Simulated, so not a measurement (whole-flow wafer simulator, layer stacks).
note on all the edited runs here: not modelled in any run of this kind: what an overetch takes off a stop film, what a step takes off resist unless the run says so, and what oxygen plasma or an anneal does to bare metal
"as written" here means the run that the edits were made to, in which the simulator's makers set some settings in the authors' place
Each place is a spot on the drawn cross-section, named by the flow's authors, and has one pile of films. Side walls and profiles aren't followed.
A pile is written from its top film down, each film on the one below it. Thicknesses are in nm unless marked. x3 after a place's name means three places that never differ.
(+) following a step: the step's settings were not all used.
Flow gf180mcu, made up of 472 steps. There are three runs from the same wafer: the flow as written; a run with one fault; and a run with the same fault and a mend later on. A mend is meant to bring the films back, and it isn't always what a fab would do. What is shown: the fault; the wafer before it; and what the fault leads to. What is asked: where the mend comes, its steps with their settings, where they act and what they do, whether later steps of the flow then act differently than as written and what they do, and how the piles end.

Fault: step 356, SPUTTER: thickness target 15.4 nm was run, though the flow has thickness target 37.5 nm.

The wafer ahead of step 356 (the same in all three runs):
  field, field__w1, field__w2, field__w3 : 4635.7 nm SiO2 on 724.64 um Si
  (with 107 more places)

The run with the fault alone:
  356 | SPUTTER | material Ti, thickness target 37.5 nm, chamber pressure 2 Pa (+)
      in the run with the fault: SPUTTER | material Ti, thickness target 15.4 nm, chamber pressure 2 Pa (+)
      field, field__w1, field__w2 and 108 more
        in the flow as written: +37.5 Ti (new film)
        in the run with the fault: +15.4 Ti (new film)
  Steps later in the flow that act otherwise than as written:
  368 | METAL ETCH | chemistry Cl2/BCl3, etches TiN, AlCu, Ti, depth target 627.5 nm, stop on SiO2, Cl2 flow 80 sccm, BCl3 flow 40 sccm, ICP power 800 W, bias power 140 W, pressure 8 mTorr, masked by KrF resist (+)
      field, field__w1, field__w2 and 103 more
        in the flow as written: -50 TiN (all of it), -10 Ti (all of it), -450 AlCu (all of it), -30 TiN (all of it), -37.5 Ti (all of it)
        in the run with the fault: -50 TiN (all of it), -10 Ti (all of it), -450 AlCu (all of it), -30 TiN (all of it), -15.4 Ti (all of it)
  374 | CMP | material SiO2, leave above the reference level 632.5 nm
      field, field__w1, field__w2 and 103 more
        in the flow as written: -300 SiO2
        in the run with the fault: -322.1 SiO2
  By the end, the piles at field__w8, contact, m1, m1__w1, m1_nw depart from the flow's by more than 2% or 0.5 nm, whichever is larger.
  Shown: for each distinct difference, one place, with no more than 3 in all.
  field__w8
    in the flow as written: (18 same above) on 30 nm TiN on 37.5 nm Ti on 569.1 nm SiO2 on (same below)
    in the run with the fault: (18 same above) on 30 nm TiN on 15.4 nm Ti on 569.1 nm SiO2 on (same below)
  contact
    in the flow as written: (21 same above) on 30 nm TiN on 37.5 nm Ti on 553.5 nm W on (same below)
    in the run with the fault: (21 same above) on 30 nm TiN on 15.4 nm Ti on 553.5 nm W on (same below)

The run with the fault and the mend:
  The mend stands after step 356.
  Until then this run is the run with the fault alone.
  356a | SPUTTER | material Ti, thickness target 22.1 nm, chamber pressure 2 Pa (+) (the flow's step 356 again, with other settings)
      field, field__w1, field__w2 and 108 more
        +22.1 Ti
  Later steps of the flow that are run all act as written at every place that is followed.
  The piles end the same as the flow's at every place that both follow.
